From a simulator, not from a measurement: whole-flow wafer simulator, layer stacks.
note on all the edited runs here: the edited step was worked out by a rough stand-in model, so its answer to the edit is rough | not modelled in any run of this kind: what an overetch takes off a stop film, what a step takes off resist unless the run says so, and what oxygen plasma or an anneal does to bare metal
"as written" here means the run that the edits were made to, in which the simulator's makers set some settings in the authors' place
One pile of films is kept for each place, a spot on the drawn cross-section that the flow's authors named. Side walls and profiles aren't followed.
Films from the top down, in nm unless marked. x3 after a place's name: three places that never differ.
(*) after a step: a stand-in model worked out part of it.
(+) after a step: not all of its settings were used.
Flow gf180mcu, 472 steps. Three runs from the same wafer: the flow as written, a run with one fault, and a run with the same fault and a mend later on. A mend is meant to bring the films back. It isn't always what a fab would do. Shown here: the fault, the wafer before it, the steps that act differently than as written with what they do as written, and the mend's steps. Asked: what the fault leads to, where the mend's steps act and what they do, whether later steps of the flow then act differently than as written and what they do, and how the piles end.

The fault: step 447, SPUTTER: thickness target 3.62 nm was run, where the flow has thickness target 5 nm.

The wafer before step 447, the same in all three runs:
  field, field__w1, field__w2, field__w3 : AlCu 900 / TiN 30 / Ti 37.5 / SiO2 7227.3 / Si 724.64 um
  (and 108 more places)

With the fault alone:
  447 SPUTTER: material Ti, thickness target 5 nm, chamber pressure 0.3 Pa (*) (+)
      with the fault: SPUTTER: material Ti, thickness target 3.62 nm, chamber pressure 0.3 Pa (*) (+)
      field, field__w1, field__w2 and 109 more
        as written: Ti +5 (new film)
        with the fault: Ti +3.62 (new film)
  Later steps of the flow that act differently than as written (4 more steps differ only slightly, by at most 2% or 0.5 nm, whichever is larger, and aren't shown):
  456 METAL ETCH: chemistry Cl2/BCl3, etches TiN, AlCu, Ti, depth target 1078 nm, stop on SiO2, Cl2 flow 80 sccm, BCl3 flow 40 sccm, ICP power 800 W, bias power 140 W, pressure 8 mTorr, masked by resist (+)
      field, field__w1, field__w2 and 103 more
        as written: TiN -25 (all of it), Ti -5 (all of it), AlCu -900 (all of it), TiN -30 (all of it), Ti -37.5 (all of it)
        with the fault: TiN -25 (all of it), Ti -3.62 (all of it), AlCu -900 (all of it), TiN -30 (all of it), Ti -37.5 (all of it)
  At the end the piles differ from the flow's by more than 2% or 0.5 nm, whichever is larger, at field__w8, contact, m1, m1__w1, pad, m1_nw.
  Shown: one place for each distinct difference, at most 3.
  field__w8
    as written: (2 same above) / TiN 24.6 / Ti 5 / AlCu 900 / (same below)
    with the fault: (2 same above) / TiN 24.6 / Ti 3.62 / AlCu 900 / (same below)
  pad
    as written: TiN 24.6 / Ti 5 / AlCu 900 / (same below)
    with the fault: TiN 24.6 / Ti 3.62 / AlCu 900 / (same below)

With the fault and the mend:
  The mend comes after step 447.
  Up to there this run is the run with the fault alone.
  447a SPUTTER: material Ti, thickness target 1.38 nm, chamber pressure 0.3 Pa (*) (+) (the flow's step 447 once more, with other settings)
      field, field__w1, field__w2 and 109 more
        Ti +1.38
  No later step of the flow acts differently than as written at any place that is followed.
  At the end the piles are the same as the flow's at every place that both follow.
